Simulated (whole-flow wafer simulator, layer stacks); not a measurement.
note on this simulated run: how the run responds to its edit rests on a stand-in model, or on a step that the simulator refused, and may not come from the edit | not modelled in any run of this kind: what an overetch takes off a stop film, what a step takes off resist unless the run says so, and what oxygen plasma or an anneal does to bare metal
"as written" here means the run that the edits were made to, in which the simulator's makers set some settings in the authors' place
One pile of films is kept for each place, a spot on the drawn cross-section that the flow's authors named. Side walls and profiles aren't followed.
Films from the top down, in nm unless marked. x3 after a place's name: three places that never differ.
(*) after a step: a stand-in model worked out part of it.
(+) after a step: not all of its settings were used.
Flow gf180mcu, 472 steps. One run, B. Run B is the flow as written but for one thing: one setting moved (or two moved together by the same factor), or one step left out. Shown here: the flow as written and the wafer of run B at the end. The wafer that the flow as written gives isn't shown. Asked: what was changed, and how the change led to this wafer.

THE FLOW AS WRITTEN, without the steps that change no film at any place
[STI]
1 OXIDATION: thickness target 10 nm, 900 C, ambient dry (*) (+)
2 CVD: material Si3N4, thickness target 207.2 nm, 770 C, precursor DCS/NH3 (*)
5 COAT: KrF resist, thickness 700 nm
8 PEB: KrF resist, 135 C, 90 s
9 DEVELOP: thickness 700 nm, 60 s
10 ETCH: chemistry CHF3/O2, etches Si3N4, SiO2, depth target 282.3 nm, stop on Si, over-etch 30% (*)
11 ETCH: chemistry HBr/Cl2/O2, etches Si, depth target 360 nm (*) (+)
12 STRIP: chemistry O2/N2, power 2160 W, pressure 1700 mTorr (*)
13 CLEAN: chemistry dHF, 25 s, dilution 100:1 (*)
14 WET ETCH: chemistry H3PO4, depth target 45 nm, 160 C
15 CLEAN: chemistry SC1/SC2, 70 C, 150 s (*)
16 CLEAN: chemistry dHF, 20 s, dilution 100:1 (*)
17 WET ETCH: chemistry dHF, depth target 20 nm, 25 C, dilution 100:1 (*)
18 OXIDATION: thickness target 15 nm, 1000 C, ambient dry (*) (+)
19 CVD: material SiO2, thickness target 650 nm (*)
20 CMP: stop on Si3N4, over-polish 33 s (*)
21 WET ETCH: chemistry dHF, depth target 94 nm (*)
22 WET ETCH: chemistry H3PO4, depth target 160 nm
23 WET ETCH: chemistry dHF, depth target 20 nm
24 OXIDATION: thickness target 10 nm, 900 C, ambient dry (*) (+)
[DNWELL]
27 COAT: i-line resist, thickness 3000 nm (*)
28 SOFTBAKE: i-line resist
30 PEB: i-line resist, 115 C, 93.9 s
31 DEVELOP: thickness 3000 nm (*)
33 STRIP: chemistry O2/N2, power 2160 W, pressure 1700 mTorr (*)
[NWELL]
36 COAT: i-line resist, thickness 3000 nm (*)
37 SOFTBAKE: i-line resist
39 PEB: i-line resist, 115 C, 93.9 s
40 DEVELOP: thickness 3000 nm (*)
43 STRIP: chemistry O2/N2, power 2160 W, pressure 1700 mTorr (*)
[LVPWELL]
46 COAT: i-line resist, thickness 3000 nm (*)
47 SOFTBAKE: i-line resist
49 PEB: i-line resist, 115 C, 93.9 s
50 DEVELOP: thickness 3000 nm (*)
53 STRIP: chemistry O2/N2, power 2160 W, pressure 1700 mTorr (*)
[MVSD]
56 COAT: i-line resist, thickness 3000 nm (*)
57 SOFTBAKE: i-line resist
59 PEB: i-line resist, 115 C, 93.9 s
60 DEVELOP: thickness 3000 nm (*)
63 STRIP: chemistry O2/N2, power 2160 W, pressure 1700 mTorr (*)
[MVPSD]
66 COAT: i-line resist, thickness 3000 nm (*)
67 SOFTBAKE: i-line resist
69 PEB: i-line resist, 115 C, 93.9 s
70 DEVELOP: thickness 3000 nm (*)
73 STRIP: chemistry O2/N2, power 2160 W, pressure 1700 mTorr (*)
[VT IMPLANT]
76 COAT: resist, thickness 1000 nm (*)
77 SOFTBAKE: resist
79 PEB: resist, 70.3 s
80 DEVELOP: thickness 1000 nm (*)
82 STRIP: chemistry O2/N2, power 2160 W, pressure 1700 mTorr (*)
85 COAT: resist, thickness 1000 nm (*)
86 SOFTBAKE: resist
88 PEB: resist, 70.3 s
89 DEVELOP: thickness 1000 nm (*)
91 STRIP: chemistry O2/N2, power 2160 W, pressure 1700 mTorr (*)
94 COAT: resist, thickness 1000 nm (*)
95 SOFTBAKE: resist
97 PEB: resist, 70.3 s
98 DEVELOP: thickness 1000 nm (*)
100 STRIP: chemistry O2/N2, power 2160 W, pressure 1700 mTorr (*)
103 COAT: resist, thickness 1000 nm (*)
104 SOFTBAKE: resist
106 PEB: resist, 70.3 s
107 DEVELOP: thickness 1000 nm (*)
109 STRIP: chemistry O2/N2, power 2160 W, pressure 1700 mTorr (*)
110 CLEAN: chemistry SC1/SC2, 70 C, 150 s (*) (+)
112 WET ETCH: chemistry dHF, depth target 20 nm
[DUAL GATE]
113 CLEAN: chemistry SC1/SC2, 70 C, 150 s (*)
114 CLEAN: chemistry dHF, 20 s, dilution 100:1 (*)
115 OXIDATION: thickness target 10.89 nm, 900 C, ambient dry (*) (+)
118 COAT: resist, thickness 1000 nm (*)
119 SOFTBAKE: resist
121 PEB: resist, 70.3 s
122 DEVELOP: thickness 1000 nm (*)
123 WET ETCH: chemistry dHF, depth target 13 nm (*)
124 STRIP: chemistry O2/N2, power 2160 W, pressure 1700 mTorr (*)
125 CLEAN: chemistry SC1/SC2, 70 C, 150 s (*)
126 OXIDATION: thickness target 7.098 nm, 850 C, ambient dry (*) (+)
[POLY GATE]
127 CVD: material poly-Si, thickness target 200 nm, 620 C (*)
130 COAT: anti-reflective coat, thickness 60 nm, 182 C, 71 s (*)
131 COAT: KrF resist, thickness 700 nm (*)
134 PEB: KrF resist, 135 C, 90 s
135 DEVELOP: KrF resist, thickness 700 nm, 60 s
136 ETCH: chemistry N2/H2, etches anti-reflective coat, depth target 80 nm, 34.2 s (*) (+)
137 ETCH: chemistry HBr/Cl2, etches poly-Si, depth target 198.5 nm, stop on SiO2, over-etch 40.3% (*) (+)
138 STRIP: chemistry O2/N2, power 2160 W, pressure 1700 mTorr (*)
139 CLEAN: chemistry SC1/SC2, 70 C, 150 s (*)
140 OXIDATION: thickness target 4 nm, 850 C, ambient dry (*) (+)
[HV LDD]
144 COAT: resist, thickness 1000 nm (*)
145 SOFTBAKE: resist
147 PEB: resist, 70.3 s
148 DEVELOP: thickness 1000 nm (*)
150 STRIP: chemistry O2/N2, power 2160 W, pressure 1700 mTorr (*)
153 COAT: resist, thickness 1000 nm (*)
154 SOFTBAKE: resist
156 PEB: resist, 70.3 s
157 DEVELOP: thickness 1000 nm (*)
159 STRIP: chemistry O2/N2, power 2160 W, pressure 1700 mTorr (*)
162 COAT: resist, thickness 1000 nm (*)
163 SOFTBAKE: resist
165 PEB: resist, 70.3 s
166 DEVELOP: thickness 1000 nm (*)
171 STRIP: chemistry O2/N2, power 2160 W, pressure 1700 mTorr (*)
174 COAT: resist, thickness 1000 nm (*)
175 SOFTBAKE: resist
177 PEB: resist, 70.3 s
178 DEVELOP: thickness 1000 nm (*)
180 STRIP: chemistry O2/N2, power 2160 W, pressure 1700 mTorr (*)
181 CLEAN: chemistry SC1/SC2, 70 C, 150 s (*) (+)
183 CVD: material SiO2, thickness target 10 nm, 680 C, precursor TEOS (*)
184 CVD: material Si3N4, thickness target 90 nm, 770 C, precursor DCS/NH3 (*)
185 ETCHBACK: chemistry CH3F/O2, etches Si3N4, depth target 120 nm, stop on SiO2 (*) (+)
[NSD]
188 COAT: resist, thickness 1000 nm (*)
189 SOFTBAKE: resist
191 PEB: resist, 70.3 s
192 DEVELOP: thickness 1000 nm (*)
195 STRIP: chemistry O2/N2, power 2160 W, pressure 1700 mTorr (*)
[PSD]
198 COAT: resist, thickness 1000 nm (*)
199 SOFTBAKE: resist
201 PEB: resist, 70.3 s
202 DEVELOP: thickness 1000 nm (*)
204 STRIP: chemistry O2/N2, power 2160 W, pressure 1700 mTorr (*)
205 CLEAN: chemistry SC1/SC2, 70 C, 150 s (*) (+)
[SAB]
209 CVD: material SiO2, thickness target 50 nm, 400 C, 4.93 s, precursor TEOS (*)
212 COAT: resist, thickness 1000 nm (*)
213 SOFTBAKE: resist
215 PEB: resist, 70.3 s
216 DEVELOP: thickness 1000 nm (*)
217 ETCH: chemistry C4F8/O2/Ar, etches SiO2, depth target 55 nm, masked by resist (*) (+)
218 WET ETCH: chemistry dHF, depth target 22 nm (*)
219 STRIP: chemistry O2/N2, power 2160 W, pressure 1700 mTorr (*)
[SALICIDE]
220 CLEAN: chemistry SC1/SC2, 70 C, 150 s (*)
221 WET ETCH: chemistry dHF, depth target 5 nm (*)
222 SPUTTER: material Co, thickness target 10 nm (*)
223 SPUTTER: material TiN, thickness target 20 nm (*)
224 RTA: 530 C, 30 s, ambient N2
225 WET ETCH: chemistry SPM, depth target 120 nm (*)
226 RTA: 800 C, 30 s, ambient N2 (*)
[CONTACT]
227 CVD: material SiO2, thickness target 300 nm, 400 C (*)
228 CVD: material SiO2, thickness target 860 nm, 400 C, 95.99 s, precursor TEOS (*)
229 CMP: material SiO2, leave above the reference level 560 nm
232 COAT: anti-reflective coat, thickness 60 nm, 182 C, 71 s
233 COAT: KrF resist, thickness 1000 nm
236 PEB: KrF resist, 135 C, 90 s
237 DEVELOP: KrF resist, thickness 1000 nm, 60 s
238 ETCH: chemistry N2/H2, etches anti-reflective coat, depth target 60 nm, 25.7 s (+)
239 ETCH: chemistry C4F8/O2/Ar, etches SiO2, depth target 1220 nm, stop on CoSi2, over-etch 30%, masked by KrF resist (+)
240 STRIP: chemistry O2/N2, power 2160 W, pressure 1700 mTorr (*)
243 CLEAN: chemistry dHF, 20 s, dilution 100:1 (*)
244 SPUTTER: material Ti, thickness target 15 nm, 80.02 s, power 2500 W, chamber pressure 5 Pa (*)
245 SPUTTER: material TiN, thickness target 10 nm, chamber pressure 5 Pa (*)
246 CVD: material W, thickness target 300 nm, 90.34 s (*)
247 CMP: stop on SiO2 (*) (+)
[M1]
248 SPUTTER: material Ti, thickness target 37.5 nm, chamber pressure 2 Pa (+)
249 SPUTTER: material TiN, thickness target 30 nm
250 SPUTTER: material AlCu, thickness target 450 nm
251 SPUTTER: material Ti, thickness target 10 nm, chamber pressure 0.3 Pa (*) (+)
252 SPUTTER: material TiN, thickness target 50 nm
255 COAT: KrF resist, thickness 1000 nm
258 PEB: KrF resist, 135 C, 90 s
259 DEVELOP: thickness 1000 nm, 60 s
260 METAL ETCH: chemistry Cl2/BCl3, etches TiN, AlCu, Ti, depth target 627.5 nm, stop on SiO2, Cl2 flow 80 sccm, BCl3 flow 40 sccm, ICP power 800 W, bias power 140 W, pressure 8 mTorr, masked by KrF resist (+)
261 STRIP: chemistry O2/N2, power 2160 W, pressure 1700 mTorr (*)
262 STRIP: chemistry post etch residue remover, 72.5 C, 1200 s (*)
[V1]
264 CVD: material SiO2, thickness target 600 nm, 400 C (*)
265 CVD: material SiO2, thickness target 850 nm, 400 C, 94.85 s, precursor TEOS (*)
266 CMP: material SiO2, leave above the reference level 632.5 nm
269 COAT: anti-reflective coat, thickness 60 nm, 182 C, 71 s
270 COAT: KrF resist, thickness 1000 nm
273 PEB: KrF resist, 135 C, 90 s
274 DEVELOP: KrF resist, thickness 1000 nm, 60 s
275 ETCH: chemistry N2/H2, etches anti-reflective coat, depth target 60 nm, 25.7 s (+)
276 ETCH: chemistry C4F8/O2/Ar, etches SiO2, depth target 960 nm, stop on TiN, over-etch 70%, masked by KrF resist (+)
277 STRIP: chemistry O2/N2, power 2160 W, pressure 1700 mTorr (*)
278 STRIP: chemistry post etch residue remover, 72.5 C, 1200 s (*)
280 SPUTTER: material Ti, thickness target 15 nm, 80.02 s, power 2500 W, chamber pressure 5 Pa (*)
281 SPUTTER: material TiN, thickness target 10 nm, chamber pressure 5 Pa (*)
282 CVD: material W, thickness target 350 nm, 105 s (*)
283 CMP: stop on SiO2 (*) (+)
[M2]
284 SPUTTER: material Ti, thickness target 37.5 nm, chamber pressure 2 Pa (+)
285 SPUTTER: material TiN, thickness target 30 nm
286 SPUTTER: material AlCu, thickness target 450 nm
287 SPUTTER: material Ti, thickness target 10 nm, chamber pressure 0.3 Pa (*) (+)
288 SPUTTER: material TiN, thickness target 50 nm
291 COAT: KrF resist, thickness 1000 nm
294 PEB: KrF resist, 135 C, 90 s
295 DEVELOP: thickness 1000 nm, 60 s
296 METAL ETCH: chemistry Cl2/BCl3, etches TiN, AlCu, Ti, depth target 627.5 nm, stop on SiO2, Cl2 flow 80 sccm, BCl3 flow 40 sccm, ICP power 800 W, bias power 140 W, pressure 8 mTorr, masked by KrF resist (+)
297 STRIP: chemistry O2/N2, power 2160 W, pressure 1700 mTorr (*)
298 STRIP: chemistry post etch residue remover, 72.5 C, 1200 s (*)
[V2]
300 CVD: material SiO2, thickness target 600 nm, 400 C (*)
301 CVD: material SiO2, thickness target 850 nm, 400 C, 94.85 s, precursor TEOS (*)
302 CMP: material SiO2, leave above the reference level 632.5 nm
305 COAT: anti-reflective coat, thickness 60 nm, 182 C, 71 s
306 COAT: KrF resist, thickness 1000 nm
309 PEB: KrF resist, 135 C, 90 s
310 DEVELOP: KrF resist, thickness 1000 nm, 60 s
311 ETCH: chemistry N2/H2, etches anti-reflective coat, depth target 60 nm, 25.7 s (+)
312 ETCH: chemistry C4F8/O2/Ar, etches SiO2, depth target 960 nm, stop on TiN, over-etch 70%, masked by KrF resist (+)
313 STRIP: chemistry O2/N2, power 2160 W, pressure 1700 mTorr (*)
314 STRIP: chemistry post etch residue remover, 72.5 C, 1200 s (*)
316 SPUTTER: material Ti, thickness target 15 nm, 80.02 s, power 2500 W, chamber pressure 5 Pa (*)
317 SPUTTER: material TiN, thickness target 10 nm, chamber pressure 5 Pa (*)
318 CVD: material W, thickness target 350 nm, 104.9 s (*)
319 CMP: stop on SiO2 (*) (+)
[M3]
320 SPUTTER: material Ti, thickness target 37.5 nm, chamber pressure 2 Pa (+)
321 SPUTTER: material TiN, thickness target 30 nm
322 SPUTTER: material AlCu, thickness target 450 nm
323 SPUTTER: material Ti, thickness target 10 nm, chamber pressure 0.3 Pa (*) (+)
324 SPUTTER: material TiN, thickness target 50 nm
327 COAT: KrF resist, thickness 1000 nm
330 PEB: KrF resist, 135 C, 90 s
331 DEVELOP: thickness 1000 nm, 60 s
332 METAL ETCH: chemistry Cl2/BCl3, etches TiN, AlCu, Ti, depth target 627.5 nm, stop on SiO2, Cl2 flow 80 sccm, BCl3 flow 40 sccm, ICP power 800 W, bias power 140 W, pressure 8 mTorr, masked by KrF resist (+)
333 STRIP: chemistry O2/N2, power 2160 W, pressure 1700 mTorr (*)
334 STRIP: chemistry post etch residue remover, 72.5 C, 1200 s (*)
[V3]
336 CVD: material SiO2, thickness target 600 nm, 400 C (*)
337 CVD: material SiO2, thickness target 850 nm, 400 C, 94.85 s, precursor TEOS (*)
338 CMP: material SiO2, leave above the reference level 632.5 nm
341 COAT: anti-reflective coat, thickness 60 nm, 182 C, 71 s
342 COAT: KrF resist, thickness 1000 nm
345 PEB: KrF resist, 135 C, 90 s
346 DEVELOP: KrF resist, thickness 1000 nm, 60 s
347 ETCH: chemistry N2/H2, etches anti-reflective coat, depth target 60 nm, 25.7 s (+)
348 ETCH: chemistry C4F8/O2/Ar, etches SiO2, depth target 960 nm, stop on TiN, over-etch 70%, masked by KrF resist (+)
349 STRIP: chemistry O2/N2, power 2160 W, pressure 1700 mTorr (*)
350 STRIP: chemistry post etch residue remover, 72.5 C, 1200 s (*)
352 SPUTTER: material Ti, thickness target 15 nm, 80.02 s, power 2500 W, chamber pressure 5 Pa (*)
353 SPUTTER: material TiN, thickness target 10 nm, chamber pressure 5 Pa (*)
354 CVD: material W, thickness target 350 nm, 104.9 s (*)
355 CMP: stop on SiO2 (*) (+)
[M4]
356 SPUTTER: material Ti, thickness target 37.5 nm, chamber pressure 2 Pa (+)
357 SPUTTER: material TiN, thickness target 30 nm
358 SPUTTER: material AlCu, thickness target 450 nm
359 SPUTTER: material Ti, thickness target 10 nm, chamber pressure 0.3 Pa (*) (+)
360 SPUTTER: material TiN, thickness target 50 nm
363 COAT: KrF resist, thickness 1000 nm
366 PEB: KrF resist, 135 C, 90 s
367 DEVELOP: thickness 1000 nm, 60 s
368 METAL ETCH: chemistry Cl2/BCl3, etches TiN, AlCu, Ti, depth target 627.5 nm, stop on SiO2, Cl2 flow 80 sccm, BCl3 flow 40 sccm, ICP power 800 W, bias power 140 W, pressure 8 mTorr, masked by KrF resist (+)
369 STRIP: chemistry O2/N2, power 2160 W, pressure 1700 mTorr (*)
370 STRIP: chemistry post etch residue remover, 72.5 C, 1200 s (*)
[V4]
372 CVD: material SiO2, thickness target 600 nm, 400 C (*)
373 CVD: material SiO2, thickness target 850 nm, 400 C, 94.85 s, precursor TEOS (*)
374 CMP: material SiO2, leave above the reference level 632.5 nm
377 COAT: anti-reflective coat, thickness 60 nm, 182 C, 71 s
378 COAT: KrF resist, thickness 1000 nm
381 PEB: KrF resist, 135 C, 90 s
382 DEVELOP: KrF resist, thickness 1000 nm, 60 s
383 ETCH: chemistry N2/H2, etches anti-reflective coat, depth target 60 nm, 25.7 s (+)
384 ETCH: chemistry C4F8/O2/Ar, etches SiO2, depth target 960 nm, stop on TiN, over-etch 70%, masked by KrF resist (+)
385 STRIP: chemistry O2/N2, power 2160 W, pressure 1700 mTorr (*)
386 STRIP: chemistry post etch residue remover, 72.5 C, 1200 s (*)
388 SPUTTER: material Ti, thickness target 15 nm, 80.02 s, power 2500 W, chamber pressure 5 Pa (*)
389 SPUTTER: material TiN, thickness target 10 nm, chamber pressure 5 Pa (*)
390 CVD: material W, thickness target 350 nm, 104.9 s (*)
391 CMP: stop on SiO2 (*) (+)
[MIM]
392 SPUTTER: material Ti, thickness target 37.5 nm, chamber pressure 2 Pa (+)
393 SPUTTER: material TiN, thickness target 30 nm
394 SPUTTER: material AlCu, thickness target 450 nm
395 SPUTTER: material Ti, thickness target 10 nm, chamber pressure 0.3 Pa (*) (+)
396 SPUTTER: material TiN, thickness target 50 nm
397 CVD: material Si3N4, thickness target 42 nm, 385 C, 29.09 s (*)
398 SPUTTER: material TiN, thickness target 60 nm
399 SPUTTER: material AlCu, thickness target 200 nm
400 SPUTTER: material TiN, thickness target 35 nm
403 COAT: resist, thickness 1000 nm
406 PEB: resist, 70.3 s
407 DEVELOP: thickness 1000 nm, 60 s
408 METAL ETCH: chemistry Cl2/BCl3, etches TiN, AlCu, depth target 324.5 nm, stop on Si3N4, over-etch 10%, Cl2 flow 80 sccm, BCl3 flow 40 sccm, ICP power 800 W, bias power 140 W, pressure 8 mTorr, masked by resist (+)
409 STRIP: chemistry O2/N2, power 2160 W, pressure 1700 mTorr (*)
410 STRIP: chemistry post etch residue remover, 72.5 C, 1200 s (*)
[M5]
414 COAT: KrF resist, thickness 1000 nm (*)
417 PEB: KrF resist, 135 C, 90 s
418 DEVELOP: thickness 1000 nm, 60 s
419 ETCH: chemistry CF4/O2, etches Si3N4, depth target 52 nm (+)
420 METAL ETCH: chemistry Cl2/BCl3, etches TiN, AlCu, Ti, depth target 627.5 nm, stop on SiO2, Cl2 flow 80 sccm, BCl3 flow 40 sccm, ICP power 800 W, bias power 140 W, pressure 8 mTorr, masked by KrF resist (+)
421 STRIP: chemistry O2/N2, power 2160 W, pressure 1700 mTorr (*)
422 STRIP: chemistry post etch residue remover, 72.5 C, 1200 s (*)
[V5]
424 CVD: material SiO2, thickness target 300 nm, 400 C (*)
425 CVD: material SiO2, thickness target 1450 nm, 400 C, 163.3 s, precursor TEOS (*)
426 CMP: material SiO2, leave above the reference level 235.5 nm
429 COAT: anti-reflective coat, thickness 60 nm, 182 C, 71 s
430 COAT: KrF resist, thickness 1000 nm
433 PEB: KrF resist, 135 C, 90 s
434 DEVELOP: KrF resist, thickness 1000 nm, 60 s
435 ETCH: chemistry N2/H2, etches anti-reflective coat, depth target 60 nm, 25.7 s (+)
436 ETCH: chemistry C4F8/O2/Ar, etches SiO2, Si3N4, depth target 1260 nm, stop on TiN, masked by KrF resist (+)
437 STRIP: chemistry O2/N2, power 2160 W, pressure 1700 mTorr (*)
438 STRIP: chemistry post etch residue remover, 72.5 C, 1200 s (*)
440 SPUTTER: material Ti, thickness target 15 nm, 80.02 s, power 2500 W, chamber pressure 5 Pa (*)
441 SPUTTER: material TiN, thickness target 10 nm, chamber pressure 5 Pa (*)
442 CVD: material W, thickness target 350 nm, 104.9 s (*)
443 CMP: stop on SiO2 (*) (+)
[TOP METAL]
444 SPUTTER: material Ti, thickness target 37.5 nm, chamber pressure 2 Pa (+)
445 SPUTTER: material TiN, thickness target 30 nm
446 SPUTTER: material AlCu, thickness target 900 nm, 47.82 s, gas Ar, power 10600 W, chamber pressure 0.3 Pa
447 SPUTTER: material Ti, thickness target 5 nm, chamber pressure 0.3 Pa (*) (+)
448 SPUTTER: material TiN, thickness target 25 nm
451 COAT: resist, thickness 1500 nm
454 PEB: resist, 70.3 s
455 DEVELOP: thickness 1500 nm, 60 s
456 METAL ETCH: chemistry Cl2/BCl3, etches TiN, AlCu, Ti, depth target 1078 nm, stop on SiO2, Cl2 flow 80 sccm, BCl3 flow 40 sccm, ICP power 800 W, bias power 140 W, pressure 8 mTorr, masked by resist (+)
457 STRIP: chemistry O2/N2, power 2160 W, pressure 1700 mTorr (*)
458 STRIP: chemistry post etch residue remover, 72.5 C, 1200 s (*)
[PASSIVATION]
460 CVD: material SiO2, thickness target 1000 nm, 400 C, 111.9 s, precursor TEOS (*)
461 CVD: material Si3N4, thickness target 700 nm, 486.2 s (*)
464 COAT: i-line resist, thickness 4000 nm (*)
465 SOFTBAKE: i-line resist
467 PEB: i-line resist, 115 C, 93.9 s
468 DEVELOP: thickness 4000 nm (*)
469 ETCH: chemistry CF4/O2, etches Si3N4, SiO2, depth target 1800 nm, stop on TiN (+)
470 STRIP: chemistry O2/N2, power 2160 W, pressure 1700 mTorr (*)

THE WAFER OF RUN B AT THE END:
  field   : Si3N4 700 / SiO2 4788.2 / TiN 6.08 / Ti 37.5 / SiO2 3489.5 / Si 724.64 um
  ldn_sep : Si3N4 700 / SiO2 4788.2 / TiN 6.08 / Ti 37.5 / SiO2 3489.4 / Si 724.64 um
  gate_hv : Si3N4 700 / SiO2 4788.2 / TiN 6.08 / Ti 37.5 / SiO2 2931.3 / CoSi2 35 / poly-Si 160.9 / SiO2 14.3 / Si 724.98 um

The cause: step 322, SPUTTER: thickness target 544 nm was run, where the flow has thickness target 450 nm.

How the change led to this, step by step:
  322 SPUTTER: material AlCu, thickness target 450 nm
      field, field__w1, field__w2 and 108 more: AlCu +544 (new film) (as written it would be: AlCu +450 (new film))
  332 METAL ETCH: chemistry Cl2/BCl3, etches TiN, AlCu, Ti, depth target 627.5 nm, stop on SiO2, Cl2 flow 80 sccm, BCl3 flow 40 sccm, ICP power 800 W, bias power 140 W, pressure 8 mTorr, masked by KrF resist (+)
      field, field__w1, field__w2 and 103 more: TiN -50 (all of it), Ti -10 (all of it), AlCu -544 (all of it), TiN -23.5 (as written it would be: TiN -50 (all of it), Ti -10 (all of it), AlCu -450 (all of it), TiN -30 (all of it), Ti -37.5 (all of it))
  336 CVD: material SiO2, thickness target 600 nm, 400 C (*)
      field, field__w1, field__w2 and 103 more: SiO2 +600 (new film) (as written it would be: SiO2 +600)
  338 CMP: material SiO2, leave above the reference level 632.5 nm
      field, field__w1, field__w2 and 103 more: SiO2 -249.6 (as written it would be: SiO2 -300)
Counting metal films that touch as one body, field has 1 body; the flow as written gives 0 bodies.
Counting metal films that touch as one body, ldn_sep has 1 body; the flow as written gives 0 bodies.
Counting metal films that touch as one body, gate_hv has 2 bodies (between them, from the top down: SiO2 2931.3); the flow as written gives 1 body.
